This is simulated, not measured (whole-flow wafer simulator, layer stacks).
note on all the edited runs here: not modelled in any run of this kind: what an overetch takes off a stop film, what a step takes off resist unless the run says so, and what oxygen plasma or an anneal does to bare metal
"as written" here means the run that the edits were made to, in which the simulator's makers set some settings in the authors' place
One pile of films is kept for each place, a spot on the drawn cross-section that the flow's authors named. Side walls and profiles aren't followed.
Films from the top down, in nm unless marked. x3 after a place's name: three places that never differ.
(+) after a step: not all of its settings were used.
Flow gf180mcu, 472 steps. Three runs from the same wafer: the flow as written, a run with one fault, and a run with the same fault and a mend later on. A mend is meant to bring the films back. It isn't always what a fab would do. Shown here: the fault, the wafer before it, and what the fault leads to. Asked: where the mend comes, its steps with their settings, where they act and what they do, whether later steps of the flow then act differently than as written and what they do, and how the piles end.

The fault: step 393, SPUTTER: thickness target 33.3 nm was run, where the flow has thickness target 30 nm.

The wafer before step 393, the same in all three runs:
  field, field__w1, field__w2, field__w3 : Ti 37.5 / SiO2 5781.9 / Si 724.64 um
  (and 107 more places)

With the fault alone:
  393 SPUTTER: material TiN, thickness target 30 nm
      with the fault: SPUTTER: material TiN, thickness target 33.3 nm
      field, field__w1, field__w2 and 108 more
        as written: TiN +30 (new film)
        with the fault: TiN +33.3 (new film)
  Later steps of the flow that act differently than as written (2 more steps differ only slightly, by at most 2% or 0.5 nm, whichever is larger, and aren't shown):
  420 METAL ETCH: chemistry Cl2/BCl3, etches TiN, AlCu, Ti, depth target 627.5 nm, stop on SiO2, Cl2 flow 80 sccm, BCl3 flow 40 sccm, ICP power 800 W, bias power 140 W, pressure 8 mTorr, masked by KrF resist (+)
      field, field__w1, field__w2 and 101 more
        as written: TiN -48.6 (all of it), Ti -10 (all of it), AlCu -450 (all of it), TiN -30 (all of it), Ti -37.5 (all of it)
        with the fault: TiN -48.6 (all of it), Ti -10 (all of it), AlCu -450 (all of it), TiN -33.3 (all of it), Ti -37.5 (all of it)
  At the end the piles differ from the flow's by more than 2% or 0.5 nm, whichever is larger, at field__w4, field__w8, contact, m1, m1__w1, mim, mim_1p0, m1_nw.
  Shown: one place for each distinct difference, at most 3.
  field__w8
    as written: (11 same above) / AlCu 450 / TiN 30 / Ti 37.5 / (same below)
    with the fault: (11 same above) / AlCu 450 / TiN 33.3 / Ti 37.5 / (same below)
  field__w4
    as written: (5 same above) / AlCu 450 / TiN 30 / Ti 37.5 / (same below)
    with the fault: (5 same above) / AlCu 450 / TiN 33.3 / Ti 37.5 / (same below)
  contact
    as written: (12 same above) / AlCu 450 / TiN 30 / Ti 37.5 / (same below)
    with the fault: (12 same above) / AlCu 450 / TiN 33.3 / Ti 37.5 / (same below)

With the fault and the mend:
  The mend comes after step 393.
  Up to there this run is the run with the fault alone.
  393a METAL ETCH: chemistry Cl2/BCl3, etches TiN, AlCu, Ti, depth target 3.3 nm, Cl2 flow 80 sccm, BCl3 flow 40 sccm, ICP power 800 W, bias power 140 W, pressure 8 mTorr (the flow's step 260 once more, with other settings)
      field, field__w1, field__w2 and 108 more
        TiN -3.3
  No later step of the flow acts differently than as written at any place that is followed.
  At the end the piles are the same as the flow's at every place that both follow.
